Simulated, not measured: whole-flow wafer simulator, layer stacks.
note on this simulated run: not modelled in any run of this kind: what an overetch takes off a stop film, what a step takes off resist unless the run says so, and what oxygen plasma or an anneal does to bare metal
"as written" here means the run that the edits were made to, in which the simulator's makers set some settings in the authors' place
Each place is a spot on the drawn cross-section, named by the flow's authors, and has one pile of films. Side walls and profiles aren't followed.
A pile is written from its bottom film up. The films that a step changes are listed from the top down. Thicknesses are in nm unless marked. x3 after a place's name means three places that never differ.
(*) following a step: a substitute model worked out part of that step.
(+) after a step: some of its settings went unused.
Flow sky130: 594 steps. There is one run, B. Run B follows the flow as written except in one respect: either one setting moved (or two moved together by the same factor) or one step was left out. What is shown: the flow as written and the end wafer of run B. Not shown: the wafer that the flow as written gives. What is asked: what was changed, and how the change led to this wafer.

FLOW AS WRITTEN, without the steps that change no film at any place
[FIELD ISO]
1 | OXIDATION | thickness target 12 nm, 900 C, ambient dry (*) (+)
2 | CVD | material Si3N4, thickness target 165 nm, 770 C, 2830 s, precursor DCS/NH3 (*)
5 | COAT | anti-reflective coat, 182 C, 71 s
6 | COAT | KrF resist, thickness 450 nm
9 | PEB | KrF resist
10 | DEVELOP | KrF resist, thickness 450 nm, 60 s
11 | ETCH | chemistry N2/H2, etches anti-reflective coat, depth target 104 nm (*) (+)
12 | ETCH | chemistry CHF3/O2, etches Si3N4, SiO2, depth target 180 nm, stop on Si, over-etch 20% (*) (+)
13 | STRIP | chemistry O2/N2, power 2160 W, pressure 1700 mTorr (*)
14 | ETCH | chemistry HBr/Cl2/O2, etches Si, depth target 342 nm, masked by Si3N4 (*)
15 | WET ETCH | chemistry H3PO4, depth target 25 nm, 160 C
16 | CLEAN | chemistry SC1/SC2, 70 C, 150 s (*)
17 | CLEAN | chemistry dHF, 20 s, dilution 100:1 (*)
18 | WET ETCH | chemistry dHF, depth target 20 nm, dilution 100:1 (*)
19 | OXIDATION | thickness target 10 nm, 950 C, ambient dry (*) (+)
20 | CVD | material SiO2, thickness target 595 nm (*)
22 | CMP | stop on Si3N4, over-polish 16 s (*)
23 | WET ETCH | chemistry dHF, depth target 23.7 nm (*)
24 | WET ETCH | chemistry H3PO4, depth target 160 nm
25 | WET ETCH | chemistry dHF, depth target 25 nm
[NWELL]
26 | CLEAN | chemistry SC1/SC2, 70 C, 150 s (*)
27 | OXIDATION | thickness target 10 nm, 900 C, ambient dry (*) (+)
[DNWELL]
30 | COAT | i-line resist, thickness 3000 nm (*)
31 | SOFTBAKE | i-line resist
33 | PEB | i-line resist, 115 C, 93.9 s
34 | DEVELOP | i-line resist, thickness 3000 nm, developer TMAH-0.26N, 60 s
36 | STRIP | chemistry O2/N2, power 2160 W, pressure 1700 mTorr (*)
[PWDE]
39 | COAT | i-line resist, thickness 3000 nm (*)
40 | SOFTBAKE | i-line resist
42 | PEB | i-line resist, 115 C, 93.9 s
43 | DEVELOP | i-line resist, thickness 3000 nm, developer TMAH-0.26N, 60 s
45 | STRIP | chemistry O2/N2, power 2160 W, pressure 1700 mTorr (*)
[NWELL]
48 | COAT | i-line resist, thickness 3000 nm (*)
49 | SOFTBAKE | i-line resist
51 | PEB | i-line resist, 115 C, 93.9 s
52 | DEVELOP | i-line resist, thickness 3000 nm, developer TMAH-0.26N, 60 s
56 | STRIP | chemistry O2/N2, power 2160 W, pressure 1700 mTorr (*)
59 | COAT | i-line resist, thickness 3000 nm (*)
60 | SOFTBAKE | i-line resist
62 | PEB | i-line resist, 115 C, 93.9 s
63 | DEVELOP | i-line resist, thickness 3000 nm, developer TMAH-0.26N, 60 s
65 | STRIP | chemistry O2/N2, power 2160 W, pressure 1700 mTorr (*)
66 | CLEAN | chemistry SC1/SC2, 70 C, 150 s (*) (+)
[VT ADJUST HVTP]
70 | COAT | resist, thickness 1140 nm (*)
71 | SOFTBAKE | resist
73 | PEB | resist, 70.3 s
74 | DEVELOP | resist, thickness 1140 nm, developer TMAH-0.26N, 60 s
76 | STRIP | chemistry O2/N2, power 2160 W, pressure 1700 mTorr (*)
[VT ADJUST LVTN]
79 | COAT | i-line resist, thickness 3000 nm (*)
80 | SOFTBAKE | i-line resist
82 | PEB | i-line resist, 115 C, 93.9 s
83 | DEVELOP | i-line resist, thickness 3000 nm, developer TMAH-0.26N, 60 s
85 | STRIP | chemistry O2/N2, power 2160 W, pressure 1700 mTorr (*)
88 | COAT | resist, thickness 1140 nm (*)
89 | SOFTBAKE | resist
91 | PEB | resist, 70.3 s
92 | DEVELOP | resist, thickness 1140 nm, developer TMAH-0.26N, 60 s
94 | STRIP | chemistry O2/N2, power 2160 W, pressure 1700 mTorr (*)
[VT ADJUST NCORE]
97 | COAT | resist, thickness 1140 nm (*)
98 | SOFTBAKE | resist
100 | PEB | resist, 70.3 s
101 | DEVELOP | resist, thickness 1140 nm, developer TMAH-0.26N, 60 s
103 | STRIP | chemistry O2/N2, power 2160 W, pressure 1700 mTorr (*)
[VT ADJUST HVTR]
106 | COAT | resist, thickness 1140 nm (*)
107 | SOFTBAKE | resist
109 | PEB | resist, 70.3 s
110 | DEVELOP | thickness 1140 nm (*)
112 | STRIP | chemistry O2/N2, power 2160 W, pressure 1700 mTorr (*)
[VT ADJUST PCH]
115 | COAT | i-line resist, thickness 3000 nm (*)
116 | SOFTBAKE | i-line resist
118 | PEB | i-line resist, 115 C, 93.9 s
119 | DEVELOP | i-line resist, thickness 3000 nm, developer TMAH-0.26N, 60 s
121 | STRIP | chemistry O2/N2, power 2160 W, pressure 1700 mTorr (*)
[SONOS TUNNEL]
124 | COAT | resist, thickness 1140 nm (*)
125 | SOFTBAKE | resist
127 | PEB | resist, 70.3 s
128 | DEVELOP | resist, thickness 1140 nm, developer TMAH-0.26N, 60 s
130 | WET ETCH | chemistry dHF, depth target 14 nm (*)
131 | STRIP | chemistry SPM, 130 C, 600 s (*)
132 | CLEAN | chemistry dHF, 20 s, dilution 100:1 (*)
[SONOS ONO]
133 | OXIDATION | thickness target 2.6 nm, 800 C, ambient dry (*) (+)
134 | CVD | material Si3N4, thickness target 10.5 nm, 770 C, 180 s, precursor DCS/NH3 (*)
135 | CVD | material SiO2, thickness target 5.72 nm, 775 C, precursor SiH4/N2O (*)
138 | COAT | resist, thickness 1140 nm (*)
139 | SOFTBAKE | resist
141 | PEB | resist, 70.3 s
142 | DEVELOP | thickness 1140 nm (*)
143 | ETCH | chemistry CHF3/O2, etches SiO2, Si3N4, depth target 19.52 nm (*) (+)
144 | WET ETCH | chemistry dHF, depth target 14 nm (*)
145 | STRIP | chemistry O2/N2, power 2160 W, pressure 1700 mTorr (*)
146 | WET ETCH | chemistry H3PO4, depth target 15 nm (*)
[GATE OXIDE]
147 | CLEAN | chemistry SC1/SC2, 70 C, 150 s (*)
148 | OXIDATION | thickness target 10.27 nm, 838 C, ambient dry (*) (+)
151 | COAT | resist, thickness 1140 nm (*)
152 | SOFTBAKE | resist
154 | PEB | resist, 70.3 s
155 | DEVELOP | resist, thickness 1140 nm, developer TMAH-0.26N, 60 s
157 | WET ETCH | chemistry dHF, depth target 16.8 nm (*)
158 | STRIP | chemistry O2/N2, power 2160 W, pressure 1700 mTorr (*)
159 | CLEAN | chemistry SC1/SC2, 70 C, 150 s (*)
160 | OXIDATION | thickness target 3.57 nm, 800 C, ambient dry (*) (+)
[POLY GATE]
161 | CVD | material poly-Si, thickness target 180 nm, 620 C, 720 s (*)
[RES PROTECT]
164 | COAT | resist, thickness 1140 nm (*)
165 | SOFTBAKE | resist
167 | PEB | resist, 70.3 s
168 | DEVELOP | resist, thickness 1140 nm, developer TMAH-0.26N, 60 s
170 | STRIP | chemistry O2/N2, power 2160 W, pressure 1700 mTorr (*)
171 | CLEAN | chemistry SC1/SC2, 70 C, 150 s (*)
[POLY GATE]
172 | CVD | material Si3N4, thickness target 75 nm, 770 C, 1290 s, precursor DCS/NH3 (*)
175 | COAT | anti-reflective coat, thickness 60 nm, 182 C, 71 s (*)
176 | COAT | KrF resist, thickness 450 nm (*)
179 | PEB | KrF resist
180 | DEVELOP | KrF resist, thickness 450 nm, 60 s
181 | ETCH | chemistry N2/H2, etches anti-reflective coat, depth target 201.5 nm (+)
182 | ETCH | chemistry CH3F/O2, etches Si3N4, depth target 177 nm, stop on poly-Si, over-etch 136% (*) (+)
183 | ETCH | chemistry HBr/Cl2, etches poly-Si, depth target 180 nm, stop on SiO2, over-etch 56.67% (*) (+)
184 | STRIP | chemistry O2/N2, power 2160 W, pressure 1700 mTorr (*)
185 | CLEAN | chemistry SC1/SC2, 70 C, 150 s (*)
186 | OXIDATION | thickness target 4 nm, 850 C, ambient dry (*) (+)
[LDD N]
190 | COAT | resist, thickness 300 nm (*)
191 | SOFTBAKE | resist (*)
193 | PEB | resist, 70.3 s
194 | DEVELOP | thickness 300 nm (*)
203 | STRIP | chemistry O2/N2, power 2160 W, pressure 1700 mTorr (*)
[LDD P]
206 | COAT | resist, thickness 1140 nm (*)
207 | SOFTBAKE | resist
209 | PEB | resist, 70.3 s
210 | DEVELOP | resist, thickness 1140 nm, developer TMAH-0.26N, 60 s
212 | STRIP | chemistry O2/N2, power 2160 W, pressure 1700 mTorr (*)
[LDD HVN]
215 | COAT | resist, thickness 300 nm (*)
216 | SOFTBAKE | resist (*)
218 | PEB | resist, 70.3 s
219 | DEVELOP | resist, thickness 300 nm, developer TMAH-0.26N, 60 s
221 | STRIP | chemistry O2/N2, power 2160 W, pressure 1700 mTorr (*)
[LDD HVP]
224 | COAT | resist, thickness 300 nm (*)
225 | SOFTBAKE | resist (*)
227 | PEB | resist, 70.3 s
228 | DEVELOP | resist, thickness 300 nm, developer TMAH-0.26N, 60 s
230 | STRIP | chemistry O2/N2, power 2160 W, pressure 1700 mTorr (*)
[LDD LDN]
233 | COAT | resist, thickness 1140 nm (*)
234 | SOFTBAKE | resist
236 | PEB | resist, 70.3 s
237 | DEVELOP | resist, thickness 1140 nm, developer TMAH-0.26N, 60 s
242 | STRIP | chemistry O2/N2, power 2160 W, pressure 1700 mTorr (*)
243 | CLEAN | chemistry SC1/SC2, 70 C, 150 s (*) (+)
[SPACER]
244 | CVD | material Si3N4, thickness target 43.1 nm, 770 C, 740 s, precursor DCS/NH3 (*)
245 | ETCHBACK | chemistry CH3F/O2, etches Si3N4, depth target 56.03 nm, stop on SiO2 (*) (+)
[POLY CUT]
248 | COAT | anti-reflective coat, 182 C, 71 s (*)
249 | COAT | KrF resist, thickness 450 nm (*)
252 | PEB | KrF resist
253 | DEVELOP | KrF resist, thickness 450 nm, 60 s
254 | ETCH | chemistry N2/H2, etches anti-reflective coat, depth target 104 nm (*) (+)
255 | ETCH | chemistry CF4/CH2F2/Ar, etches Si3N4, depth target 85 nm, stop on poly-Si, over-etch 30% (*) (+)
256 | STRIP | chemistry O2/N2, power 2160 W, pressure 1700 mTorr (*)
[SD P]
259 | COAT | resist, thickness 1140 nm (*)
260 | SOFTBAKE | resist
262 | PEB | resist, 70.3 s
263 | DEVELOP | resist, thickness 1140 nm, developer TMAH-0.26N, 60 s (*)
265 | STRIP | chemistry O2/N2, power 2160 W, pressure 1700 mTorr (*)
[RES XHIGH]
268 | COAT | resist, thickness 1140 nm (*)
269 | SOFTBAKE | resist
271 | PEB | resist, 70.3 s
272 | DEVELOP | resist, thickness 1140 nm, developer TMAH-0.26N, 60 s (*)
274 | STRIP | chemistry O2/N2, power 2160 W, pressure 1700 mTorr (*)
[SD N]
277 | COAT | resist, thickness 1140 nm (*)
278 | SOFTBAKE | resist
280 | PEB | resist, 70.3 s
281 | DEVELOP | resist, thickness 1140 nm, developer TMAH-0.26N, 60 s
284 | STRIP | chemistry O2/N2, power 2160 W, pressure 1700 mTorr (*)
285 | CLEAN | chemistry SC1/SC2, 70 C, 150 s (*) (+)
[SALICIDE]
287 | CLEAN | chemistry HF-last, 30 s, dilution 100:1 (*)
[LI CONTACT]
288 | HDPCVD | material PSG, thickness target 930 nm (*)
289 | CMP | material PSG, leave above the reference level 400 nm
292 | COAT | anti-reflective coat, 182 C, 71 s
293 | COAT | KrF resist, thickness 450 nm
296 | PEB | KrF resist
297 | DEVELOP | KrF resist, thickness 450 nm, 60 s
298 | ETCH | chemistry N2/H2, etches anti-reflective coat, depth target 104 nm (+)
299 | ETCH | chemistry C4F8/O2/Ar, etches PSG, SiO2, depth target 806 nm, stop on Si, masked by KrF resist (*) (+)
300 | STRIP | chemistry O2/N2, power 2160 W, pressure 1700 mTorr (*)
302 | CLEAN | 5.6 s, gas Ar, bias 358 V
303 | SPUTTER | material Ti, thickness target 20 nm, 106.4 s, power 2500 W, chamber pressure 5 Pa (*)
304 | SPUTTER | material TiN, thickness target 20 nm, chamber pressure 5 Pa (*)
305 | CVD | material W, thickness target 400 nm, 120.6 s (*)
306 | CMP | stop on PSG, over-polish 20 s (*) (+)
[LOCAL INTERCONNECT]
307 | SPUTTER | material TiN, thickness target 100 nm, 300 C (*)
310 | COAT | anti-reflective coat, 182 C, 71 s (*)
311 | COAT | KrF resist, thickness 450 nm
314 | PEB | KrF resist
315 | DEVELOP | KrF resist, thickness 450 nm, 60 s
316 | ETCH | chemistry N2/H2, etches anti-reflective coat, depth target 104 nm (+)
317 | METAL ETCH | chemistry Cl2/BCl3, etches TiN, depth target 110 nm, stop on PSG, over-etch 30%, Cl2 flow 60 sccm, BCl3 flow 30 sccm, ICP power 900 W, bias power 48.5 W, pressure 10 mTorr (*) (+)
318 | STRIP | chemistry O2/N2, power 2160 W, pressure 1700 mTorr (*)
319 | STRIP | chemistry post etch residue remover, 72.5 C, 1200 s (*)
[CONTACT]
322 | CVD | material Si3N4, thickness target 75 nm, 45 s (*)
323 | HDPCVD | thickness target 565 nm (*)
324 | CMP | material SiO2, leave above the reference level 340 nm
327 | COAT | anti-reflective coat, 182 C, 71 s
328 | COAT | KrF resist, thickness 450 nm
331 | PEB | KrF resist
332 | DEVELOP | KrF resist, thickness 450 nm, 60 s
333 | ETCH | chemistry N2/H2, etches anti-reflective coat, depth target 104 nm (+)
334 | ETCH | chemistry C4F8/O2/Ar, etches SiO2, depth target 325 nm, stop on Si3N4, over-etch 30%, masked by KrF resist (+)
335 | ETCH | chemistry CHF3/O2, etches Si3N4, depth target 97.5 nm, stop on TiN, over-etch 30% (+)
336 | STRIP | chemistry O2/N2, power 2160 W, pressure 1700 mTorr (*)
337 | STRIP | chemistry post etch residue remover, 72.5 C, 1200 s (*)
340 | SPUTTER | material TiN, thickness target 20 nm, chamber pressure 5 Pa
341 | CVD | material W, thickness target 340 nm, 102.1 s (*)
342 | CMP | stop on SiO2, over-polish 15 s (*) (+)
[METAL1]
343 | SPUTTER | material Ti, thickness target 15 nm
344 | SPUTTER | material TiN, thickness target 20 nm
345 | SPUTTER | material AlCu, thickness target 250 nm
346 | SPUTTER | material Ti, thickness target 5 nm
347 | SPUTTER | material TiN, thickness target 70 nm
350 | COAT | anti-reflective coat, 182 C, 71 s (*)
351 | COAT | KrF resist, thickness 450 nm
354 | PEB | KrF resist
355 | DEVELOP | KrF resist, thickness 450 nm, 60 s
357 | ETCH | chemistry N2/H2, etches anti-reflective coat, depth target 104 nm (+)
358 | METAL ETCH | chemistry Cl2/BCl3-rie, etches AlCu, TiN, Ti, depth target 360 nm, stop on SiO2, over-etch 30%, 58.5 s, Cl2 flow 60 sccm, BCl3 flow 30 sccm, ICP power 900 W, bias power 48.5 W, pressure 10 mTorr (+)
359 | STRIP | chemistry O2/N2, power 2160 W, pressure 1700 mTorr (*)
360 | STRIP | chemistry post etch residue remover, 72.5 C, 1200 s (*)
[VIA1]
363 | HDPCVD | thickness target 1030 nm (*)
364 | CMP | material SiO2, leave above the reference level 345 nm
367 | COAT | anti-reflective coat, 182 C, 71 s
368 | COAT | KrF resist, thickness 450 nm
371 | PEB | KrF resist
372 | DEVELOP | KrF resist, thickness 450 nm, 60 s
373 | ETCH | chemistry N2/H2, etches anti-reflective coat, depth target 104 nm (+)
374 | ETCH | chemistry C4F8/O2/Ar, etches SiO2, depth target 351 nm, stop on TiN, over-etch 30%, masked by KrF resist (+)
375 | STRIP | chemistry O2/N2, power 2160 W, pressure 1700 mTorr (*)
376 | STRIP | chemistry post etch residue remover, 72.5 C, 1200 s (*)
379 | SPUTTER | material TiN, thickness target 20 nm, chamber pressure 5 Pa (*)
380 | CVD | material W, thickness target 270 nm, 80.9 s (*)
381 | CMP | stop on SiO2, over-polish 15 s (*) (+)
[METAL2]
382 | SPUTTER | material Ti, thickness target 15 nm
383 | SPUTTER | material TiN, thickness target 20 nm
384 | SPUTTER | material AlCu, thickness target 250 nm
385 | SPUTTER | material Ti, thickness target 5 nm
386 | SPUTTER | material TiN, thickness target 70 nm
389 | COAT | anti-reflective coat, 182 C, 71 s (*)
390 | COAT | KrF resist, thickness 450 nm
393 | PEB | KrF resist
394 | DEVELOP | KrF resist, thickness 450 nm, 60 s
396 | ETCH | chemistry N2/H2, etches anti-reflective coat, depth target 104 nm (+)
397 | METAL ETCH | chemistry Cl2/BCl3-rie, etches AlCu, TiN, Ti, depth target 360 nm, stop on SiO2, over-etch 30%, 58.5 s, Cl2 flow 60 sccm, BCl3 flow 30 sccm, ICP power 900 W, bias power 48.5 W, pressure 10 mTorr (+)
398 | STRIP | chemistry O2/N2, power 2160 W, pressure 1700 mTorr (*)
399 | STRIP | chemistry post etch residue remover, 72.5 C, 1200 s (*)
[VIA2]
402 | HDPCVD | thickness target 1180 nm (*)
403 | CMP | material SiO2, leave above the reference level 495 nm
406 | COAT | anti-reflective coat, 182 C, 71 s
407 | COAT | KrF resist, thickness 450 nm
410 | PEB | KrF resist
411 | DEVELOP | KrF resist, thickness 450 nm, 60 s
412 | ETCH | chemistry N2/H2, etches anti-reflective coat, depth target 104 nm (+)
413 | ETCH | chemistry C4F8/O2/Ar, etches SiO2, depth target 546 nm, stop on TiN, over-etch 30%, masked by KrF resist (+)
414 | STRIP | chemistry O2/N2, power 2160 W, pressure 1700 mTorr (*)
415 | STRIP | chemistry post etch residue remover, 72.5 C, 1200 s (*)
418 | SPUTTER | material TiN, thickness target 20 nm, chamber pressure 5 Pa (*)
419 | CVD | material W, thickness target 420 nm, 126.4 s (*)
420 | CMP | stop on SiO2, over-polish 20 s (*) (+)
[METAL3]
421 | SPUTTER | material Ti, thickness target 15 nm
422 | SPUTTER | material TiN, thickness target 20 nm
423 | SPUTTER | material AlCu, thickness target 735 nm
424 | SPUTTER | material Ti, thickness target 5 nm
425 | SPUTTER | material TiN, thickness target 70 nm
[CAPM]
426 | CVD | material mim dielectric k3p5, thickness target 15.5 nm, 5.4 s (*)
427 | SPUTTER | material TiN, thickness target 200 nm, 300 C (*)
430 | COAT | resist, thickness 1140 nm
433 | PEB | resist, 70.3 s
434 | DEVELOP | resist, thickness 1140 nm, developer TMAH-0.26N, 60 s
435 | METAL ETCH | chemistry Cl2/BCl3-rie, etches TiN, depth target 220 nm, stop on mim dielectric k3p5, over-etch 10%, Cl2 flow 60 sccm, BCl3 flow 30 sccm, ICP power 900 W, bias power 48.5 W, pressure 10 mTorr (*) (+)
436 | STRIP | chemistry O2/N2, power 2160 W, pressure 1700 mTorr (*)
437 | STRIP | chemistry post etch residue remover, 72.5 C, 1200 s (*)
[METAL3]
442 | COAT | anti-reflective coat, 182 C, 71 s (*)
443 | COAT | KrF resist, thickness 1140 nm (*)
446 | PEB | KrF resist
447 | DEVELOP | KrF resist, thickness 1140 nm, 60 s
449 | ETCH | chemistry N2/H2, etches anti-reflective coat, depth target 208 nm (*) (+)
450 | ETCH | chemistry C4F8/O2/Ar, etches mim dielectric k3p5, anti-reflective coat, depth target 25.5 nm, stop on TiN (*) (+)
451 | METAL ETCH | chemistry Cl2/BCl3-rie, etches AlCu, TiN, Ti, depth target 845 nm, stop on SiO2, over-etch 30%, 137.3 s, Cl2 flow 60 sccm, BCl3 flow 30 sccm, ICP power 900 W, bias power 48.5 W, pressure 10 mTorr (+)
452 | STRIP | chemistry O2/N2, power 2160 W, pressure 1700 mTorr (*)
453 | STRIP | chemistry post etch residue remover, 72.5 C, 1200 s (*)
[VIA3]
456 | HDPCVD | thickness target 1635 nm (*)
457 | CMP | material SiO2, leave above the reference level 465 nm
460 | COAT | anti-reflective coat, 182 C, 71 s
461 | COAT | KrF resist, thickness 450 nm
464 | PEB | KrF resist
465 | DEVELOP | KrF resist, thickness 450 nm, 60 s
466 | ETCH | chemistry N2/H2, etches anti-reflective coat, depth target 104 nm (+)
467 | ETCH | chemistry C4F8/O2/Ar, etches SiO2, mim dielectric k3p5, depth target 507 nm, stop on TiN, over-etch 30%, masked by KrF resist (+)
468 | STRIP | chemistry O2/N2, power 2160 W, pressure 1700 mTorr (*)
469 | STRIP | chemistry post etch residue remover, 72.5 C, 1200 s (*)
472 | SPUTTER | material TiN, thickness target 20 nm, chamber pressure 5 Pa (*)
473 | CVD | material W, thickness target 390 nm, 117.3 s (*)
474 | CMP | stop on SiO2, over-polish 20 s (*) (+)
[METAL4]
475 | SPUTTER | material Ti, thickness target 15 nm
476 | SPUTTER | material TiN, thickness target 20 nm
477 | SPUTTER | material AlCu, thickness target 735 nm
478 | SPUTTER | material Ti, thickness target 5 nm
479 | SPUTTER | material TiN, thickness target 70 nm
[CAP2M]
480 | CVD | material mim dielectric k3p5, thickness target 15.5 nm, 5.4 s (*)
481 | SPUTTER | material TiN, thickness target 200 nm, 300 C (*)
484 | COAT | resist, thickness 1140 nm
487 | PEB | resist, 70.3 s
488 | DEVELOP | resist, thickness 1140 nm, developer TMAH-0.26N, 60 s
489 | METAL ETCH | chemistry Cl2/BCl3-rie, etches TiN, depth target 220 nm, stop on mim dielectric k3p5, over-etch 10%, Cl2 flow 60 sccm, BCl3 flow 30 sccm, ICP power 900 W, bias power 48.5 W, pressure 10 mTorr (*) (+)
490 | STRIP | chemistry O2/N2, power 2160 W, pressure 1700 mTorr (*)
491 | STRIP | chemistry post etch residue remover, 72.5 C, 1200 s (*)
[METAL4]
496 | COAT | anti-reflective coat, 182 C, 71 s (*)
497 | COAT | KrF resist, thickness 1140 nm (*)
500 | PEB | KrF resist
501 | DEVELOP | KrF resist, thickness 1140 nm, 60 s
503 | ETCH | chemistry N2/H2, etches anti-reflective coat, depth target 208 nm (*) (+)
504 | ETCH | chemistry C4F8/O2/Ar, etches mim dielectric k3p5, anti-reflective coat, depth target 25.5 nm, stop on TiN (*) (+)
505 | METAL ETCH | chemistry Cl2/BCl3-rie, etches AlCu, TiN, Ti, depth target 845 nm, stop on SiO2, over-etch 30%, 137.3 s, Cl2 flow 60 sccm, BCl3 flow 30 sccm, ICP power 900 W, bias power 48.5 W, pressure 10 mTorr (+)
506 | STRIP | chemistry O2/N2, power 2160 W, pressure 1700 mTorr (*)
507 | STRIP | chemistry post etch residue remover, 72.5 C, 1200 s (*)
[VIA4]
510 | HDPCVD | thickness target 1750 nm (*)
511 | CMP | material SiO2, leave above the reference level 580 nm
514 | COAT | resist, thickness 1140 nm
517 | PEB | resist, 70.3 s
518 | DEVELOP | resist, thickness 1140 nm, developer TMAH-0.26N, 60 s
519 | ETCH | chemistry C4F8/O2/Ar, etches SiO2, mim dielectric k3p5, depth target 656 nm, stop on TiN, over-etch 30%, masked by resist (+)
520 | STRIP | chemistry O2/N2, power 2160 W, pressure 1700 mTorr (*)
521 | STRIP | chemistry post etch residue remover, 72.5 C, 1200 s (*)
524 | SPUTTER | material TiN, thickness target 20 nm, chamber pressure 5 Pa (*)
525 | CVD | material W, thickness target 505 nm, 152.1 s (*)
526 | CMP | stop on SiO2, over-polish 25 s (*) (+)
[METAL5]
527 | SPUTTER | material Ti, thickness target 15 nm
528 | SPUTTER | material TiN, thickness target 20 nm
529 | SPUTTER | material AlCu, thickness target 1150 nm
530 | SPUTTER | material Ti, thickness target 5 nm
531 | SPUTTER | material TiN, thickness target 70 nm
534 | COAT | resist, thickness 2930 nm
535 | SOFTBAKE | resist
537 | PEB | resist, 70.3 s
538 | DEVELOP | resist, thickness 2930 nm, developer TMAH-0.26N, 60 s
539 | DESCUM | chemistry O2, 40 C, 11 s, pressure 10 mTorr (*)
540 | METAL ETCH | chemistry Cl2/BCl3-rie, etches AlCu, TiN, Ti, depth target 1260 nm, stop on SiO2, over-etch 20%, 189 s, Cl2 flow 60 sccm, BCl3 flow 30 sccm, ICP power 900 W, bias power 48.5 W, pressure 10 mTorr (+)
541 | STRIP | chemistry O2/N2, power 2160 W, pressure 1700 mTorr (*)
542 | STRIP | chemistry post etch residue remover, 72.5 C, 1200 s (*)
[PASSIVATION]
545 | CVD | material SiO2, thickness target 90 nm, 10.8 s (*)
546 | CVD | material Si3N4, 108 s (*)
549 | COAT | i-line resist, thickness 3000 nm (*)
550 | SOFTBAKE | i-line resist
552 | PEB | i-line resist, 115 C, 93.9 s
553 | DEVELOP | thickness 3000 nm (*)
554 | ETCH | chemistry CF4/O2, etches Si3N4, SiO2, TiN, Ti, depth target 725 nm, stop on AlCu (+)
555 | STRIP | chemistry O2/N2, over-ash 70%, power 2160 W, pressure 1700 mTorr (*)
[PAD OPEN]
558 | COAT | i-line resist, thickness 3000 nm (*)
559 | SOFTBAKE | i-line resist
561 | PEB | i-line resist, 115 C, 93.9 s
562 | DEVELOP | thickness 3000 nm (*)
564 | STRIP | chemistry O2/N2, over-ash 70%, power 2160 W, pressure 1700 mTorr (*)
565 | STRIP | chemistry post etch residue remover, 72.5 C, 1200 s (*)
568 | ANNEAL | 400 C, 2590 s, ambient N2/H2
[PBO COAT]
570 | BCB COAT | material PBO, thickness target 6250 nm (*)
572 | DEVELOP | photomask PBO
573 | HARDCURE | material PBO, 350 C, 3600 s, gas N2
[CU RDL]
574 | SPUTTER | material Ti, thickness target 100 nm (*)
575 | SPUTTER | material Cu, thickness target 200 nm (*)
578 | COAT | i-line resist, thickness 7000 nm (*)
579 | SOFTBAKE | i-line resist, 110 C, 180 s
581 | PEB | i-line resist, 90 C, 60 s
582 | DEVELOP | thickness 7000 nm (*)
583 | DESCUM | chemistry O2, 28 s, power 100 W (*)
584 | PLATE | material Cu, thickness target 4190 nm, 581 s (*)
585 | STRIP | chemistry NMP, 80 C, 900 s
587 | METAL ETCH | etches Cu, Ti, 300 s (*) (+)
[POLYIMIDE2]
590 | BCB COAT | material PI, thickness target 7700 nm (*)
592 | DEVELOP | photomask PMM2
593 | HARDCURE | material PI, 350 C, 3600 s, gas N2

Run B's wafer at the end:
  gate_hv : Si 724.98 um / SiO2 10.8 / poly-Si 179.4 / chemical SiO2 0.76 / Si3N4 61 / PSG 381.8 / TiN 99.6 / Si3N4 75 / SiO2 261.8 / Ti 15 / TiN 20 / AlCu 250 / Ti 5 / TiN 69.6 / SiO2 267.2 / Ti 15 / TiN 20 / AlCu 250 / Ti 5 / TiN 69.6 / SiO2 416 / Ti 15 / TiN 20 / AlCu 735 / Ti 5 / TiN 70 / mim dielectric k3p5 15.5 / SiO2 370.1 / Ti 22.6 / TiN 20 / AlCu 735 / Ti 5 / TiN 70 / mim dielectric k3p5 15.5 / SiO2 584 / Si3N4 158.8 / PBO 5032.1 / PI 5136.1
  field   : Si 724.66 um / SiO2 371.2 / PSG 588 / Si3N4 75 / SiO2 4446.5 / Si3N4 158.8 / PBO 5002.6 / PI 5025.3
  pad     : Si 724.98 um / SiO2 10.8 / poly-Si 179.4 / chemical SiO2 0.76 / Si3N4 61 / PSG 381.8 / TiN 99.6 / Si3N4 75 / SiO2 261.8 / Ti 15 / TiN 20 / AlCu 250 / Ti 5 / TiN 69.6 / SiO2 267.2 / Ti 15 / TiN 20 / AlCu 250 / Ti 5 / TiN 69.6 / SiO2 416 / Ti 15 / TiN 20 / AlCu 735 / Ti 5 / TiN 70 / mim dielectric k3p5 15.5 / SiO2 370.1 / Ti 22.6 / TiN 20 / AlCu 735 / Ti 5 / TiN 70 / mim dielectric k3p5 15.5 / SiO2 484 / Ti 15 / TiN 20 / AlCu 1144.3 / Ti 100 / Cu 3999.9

What caused this: step 475, SPUTTER: thickness target 22.6 nm was run, while the flow as written has thickness target 15 nm.
One can read it off the wafer: gate_hv has Ti 22.6, and step 475 as written asks for 15 nm.

Step by step, how the change led to this:
  475 | SPUTTER | material Ti, thickness target 15 nm
      field, active, n_well and 189 more: Ti gains 22.6 (new film) (in the flow as written it would be: Ti gains 15 (new film))
  505 | METAL ETCH | chemistry Cl2/BCl3-rie, etches AlCu, TiN, Ti, depth target 845 nm, stop on SiO2, over-etch 30%, 137.3 s, Cl2 flow 60 sccm, BCl3 flow 30 sccm, ICP power 900 W, bias power 48.5 W, pressure 10 mTorr (+)
      field, gate, spacer and 68 more: TiN loses 70 (all of it), Ti loses 5 (all of it), AlCu loses 735 (all of it), TiN loses 20 (all of it), Ti loses 22.6 (all of it), SiO2 loses 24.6 (in the flow as written it would be: TiN loses 70 (all of it), Ti loses 5 (all of it), AlCu loses 735 (all of it), TiN loses 20 (all of it), Ti loses 15 (all of it), SiO2 loses 25.4)
      active, vpp_iso1, mim_edge_plate and 14 more: TiN loses 70 (all of it), Ti loses 5 (all of it), AlCu loses 735 (all of it), TiN loses 20 (all of it), Ti loses 22.6 (all of it), SiO2 loses 24.6 (in the flow as written it would be: TiN loses 70 (all of it), Ti loses 5 (all of it), AlCu loses 735 (all of it), TiN loses 20 (all of it), Ti loses 15 (all of it), SiO2 loses 25.3)
